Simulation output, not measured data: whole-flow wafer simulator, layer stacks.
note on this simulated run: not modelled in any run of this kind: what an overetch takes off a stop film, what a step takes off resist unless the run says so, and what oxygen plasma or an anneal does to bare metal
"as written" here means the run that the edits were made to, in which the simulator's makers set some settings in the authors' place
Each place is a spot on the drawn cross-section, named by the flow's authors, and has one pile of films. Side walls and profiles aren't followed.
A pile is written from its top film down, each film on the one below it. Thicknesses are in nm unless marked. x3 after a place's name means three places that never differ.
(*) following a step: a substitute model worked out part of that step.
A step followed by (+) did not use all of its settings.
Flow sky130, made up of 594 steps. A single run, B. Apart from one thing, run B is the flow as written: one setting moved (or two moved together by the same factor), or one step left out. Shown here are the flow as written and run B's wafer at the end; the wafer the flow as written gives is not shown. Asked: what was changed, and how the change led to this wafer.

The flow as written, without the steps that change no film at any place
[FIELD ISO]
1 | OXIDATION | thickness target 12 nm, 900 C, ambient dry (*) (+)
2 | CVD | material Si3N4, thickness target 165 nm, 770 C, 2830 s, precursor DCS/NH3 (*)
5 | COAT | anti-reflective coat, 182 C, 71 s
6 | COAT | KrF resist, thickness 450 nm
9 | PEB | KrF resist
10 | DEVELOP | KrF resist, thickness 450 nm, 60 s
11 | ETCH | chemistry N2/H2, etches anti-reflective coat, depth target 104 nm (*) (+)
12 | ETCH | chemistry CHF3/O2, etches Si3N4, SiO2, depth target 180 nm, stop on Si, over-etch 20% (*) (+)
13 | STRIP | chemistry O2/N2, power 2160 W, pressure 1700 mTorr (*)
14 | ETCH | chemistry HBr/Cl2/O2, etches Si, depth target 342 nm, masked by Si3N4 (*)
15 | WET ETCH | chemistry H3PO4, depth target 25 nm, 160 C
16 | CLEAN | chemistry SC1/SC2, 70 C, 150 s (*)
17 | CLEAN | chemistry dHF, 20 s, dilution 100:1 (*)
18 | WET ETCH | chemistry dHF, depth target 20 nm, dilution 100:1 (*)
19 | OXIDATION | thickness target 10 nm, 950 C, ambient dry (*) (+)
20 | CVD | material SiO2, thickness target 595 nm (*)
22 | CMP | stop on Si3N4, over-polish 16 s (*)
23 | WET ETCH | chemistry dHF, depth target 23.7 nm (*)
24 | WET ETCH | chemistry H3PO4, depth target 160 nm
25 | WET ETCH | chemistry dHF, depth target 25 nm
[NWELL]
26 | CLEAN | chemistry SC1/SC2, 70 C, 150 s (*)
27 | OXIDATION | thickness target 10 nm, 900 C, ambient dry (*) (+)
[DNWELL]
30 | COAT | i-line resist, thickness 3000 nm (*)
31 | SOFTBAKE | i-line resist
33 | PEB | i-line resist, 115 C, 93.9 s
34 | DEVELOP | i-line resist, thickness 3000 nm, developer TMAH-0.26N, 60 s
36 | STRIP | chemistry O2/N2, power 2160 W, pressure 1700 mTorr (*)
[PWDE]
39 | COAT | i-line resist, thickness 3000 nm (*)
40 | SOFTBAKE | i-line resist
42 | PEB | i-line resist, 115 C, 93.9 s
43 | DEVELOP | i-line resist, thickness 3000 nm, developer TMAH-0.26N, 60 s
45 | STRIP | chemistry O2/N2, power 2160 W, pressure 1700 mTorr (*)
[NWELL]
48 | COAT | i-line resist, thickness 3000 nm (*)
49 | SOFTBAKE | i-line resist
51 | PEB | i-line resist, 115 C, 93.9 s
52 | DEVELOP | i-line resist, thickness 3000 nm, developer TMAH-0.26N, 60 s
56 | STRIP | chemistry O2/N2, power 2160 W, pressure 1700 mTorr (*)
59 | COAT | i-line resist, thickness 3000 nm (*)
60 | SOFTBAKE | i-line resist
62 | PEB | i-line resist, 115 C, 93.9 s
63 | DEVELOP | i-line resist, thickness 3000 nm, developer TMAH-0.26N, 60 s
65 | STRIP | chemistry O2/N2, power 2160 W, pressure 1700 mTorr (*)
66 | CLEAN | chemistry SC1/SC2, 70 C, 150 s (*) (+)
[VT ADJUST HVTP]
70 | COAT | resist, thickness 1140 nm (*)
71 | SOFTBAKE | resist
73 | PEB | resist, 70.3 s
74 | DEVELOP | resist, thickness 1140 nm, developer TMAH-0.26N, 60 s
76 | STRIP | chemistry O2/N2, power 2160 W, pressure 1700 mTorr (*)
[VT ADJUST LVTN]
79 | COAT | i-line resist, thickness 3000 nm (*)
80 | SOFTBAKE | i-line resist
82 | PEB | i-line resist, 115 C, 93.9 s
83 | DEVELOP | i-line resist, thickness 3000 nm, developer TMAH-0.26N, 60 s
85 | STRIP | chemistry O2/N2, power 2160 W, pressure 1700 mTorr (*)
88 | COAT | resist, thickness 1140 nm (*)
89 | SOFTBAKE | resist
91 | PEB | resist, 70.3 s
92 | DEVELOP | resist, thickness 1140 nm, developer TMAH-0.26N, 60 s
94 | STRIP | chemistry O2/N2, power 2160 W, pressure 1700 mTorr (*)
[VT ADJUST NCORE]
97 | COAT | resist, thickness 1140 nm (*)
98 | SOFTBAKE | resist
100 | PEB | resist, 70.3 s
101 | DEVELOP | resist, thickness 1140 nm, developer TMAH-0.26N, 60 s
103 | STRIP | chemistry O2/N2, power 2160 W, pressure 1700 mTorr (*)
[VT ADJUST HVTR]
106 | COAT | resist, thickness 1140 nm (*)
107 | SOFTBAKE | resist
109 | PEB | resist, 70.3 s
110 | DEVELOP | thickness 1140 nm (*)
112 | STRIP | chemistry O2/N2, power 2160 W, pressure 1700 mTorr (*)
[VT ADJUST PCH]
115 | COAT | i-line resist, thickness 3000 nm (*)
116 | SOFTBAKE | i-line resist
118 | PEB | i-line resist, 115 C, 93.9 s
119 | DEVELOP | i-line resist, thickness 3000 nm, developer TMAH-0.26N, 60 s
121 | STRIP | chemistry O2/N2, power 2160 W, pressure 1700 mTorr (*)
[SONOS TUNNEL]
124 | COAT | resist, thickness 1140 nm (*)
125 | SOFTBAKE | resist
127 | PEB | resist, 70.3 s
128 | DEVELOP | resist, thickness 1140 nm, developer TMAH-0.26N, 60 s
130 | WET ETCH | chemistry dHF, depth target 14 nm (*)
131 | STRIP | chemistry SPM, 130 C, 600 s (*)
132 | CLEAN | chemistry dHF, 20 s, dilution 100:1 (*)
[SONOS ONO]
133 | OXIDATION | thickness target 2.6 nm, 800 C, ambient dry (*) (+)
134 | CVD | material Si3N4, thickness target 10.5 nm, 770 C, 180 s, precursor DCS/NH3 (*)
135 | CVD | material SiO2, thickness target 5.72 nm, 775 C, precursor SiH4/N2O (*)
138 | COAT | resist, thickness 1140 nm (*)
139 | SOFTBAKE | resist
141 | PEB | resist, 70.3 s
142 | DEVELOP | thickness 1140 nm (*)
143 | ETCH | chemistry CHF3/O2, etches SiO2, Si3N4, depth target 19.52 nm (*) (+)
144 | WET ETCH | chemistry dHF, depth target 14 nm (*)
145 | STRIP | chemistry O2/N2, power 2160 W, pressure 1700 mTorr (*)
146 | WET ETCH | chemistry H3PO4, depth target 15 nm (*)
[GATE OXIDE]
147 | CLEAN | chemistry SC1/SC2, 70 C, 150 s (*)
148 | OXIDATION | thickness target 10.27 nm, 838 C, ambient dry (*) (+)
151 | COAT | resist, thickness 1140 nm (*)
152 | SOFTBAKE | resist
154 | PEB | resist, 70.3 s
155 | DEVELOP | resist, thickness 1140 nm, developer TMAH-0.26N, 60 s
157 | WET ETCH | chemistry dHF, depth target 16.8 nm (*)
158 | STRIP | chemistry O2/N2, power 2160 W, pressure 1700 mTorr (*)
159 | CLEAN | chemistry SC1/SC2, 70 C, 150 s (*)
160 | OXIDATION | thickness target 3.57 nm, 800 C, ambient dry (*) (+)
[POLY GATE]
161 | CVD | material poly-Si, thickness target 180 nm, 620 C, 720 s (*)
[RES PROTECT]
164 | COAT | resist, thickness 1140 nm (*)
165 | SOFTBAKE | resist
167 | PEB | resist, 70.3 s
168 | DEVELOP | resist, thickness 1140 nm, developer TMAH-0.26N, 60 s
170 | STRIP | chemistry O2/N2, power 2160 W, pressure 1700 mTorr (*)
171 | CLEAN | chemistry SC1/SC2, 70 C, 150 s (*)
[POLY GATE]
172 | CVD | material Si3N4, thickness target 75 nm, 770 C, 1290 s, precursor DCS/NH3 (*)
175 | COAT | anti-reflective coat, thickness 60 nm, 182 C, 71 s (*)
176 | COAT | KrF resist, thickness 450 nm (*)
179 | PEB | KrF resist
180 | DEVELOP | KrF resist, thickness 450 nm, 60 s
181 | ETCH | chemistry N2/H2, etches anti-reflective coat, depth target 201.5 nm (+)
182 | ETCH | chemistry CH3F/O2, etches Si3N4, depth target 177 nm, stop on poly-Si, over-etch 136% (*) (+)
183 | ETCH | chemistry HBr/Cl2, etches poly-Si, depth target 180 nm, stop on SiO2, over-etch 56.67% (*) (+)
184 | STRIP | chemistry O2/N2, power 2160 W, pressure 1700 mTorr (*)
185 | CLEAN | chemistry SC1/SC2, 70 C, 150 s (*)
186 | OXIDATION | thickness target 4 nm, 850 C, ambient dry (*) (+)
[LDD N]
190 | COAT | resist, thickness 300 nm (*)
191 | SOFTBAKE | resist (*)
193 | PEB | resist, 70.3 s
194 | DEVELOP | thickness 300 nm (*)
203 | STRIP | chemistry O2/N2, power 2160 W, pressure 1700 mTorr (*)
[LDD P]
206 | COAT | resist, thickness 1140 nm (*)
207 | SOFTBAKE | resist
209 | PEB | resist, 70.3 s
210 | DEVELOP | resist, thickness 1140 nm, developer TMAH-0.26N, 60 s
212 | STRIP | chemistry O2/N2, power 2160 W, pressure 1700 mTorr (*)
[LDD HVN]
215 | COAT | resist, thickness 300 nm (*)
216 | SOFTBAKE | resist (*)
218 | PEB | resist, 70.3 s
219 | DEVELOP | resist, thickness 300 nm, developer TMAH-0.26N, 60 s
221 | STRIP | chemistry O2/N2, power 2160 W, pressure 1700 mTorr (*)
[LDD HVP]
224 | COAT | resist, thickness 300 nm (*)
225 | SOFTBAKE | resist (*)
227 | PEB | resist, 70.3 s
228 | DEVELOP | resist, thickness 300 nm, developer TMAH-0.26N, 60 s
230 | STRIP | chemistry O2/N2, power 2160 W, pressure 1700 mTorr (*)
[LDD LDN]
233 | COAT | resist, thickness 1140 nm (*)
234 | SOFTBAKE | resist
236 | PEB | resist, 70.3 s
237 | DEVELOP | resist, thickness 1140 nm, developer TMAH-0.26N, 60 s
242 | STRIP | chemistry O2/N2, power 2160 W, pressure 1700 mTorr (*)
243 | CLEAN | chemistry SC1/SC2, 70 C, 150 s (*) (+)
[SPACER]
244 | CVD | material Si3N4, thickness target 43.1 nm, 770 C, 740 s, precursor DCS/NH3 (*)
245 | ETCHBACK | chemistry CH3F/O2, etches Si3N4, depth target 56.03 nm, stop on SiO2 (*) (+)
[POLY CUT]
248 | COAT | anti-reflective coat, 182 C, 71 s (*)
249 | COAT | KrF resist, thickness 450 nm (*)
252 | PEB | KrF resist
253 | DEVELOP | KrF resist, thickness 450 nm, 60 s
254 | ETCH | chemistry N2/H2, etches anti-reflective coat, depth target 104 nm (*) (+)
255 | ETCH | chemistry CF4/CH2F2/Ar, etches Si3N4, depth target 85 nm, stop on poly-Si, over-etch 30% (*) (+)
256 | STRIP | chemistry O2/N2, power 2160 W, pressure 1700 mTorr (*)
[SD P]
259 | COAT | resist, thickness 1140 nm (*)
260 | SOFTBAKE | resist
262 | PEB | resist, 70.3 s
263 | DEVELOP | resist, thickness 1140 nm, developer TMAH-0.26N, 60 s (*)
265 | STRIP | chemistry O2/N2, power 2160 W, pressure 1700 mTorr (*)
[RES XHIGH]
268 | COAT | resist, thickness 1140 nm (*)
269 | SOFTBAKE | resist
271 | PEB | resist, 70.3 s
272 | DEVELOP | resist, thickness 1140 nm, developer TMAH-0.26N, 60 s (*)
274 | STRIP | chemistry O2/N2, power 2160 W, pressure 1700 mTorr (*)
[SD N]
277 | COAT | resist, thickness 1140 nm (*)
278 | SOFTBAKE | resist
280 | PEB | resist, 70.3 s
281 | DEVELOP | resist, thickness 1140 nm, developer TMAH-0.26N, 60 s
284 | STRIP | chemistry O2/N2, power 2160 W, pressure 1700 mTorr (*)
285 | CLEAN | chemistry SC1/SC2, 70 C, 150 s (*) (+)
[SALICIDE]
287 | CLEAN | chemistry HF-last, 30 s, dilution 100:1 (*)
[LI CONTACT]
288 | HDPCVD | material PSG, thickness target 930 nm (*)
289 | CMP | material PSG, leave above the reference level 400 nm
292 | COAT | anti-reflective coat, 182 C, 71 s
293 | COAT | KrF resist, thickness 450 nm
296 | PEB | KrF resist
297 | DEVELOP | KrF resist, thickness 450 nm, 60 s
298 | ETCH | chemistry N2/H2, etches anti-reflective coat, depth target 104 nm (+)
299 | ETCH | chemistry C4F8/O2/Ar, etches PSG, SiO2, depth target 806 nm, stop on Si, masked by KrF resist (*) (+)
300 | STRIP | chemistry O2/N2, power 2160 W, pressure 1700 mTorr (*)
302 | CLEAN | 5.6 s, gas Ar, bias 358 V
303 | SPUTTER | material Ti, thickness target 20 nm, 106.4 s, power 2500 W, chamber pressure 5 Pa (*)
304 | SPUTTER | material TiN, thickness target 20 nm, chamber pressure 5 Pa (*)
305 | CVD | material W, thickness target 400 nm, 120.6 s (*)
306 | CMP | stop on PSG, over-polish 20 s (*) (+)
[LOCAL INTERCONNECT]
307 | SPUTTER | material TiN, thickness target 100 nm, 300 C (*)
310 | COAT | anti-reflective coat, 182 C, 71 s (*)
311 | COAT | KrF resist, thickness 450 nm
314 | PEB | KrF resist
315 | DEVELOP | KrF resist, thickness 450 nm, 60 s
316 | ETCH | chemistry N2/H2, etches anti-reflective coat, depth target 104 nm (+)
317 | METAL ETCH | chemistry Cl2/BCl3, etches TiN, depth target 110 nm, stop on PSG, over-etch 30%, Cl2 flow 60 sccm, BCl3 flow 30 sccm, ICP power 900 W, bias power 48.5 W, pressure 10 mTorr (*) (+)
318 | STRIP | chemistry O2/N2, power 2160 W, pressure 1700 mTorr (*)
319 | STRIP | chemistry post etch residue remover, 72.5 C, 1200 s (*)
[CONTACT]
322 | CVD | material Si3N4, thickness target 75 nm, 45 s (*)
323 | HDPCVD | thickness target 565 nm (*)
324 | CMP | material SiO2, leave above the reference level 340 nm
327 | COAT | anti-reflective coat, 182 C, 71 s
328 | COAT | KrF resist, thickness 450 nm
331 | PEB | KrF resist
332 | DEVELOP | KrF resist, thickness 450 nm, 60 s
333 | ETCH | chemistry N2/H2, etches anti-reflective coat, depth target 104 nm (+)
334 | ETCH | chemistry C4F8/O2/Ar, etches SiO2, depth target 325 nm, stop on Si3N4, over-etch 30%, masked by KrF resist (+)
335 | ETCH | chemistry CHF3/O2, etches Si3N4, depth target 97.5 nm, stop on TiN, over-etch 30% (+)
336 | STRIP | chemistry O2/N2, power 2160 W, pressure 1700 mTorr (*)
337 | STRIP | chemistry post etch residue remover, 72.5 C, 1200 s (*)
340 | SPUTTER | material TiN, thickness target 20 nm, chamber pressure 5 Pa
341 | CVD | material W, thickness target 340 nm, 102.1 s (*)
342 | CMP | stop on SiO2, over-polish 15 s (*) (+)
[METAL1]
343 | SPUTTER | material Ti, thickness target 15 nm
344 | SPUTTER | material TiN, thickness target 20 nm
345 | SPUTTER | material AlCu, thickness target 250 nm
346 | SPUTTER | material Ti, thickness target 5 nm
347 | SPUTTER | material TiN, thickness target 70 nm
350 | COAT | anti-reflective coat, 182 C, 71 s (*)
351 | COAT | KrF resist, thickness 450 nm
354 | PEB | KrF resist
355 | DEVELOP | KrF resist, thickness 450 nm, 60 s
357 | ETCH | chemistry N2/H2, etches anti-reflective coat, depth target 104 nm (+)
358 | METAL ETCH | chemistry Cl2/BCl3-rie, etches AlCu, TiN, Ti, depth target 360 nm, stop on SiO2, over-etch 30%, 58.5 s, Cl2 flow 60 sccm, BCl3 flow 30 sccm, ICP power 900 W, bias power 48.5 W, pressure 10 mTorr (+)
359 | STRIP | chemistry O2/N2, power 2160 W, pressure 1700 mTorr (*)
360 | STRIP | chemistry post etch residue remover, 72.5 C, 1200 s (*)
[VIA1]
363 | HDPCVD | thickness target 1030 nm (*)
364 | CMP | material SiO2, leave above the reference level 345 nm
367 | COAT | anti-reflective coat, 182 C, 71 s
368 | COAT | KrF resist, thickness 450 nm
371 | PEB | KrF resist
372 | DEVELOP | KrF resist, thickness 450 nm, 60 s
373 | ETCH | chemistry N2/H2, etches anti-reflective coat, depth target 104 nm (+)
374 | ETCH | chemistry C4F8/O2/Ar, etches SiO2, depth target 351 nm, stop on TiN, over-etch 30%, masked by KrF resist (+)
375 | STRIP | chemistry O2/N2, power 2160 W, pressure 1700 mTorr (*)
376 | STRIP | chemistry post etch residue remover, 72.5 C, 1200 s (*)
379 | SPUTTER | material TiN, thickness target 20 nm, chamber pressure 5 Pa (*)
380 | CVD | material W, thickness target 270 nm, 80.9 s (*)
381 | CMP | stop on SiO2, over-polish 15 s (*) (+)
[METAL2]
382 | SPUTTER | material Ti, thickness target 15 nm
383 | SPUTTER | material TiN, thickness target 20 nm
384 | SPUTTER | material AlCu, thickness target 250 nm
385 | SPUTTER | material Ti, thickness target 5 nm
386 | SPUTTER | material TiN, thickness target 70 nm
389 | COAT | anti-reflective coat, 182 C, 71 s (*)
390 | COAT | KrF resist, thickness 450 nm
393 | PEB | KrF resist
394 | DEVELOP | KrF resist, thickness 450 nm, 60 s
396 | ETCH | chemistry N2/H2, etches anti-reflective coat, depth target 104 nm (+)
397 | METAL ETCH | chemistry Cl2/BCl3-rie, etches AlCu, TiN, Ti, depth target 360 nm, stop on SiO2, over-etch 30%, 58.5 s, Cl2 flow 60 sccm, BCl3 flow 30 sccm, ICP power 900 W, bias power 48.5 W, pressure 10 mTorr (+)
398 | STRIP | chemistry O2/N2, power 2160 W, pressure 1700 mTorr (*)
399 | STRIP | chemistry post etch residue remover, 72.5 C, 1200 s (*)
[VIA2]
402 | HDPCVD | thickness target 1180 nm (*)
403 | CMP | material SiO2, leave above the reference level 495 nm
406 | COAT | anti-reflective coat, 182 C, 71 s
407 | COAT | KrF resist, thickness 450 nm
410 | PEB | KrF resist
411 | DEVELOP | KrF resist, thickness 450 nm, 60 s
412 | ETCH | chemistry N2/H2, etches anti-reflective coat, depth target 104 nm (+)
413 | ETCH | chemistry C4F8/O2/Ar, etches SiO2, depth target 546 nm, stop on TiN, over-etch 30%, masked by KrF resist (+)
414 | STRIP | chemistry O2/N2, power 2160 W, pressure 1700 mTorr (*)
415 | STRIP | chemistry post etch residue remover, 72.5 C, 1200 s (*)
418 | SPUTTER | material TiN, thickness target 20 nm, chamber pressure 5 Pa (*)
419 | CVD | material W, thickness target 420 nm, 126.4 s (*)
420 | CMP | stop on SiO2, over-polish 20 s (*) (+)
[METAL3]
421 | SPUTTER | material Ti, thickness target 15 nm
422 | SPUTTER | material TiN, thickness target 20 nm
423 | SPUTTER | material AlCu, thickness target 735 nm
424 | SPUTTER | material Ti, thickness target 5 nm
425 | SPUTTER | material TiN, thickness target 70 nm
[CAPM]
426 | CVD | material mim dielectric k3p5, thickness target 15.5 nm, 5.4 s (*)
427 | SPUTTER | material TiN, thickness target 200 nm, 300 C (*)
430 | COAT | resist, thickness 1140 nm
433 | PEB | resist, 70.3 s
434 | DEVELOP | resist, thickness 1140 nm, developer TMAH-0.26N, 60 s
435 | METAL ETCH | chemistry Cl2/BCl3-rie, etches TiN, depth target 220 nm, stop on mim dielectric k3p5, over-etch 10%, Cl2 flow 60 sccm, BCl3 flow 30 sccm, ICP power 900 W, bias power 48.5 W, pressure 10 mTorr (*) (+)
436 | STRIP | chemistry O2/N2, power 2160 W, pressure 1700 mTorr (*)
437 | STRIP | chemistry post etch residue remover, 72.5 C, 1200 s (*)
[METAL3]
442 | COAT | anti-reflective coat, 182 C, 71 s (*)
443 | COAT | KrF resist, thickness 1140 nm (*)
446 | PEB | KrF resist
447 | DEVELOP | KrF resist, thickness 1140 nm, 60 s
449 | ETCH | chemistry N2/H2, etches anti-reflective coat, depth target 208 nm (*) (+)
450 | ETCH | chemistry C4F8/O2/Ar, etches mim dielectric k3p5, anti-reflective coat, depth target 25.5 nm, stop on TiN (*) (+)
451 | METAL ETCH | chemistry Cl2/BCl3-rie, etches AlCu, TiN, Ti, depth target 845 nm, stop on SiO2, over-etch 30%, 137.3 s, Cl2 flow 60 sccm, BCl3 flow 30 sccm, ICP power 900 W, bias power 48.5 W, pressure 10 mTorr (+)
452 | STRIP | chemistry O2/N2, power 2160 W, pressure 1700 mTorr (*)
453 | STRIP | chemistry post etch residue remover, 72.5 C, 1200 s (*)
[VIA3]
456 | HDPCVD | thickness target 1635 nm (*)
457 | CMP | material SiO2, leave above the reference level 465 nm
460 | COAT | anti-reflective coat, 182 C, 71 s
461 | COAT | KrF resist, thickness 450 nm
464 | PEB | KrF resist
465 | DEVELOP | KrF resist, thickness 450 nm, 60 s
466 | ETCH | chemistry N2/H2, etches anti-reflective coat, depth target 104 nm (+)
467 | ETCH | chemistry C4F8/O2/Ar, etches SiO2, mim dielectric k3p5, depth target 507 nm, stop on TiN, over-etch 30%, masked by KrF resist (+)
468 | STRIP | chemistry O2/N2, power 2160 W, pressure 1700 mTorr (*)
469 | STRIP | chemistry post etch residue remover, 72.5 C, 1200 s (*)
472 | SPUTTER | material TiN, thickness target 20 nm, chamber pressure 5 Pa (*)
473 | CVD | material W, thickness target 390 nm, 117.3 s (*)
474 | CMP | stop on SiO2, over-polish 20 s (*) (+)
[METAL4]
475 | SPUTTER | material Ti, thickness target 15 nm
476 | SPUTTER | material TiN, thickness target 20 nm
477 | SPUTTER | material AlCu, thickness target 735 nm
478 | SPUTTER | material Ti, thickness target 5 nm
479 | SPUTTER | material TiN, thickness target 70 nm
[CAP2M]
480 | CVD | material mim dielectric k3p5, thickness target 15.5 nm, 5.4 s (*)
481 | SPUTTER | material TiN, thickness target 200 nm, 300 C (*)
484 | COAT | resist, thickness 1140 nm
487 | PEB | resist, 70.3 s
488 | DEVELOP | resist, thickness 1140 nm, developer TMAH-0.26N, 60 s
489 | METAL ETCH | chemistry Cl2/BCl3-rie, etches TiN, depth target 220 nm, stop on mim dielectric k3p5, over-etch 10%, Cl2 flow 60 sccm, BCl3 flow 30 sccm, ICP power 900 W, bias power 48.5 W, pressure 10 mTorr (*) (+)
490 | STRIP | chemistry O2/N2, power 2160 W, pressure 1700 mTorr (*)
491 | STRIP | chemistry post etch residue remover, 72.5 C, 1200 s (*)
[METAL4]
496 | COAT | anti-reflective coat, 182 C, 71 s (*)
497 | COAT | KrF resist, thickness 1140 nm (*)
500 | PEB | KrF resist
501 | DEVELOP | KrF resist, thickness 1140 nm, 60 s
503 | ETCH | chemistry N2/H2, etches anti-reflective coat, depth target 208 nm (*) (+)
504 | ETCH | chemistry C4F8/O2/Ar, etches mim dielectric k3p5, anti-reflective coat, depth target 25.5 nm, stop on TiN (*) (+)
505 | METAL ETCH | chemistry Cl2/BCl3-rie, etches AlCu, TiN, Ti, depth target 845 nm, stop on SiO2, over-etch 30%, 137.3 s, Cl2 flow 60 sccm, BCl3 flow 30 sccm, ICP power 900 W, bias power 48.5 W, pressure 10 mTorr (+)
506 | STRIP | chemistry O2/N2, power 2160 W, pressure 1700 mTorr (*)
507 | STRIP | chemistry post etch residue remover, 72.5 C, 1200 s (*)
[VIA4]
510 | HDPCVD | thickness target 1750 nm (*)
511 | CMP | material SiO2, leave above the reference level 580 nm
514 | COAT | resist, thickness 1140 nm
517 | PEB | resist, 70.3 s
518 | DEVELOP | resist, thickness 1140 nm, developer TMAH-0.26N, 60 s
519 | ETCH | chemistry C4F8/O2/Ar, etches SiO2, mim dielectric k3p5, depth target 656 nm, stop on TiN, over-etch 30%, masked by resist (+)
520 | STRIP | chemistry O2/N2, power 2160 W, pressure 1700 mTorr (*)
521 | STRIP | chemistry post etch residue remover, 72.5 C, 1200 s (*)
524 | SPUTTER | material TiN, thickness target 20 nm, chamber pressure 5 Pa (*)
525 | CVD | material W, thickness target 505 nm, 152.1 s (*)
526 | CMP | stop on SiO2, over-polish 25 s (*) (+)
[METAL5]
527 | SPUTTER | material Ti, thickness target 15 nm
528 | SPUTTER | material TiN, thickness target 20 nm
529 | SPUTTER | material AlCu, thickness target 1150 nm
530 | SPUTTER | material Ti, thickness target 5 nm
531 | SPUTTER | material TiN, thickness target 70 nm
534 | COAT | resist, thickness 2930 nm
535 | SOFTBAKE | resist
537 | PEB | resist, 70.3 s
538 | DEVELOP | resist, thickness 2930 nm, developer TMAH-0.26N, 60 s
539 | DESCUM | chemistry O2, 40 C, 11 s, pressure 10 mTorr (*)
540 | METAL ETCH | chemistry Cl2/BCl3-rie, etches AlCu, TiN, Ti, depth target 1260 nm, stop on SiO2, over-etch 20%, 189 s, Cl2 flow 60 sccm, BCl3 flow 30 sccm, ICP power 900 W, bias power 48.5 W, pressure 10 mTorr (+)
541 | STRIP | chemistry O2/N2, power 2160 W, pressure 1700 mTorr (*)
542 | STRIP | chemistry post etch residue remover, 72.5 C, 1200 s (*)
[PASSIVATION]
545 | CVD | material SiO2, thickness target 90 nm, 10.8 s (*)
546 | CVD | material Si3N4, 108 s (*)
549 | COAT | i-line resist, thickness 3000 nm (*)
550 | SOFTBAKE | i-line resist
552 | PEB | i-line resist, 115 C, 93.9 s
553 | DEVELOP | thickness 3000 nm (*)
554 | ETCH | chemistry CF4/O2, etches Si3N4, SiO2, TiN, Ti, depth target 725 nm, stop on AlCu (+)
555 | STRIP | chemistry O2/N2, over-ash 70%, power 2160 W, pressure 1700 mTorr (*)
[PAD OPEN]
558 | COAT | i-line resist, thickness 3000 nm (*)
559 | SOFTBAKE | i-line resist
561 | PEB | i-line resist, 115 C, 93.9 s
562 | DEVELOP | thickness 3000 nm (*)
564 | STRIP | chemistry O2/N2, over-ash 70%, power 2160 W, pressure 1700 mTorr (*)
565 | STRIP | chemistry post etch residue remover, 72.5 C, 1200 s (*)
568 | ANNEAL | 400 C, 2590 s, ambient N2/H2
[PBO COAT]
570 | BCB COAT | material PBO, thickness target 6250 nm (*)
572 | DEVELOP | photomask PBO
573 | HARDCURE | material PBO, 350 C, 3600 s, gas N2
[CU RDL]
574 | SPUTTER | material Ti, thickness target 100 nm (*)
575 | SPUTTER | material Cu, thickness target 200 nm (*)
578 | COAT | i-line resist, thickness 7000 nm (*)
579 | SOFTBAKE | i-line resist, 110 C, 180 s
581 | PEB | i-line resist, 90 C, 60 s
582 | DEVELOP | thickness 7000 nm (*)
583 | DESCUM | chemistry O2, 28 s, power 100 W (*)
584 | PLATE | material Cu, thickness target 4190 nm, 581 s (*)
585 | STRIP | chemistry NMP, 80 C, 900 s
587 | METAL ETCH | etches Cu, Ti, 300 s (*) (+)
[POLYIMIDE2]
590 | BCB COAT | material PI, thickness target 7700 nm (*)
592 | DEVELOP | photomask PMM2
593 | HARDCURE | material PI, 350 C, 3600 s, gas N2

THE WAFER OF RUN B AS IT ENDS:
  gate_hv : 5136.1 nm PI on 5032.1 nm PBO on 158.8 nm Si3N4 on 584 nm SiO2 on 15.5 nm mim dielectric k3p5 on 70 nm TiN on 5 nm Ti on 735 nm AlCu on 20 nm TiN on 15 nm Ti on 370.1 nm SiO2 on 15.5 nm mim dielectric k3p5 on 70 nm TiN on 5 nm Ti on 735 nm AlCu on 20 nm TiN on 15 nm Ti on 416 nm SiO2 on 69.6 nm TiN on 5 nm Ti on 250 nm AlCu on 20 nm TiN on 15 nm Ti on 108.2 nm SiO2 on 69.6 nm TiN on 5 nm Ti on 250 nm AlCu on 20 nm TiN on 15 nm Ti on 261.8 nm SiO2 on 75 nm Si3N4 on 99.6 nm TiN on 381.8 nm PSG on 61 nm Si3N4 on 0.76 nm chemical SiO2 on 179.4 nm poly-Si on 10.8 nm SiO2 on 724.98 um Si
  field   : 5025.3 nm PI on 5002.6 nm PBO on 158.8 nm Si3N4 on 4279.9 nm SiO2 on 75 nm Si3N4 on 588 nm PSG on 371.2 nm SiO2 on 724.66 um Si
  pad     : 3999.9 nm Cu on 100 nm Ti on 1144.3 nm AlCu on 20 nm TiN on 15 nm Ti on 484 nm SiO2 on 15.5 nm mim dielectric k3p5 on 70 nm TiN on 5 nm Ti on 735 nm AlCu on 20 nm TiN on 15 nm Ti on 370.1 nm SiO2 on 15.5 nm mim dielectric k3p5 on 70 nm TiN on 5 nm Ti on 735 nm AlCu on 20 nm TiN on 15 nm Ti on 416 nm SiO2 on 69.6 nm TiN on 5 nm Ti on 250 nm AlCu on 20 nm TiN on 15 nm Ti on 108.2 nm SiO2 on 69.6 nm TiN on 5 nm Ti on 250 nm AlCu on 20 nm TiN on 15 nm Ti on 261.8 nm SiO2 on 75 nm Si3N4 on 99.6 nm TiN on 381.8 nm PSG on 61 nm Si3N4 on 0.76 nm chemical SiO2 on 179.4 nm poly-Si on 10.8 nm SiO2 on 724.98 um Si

Cause: step 364, CMP: leave above the reference level 186 nm was run, though the flow has leave above the reference level 345 nm.

How this came from the change, step by step:
  364 | CMP | material SiO2, leave above the reference level 345 nm
      n_well, p_well, gate_hv and 100 more: SiO2 loses 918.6 (in the flow as written it would be: SiO2 loses 759.6)
      field, active, gate and 81 more: SiO2 loses 548.1 (in the flow as written it would be: SiO2 loses 389.1)
      (as well as at 4 more places)
  374 | ETCH | chemistry C4F8/O2/Ar, etches SiO2, depth target 351 nm, stop on TiN, over-etch 30%, masked by KrF resist (+)
      field, active, n_well and 186 more: KrF resist loses 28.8 (in the flow as written it would be: KrF resist loses 70.1)
      m1, via1_hole: SiO2 loses 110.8 (all of it) (in the flow as written it would be: SiO2 loses 269.8 (all of it))
  375 | STRIP | chemistry O2/N2, power 2160 W, pressure 1700 mTorr (*)
      field, active, n_well and 186 more: KrF resist loses 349 (all of it), anti-reflective coat loses 80 (all of it) (in the flow as written it would be: KrF resist loses 307.7 (all of it), anti-reflective coat loses 80 (all of it))
  379 | SPUTTER | material TiN, thickness target 20 nm, chamber pressure 5 Pa (*)
      m1: TiN gains 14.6 (in the flow as written it would be: TiN gains 11)
      via1_hole: TiN gains 14.6 (in the flow as written it would be: TiN gains 10.9)
  380 | CVD | material W, thickness target 270 nm, 80.9 s (*)
      m1, via1_hole: W gains 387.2 (new film) (in the flow as written it would be: W gains 549.9 (new film))
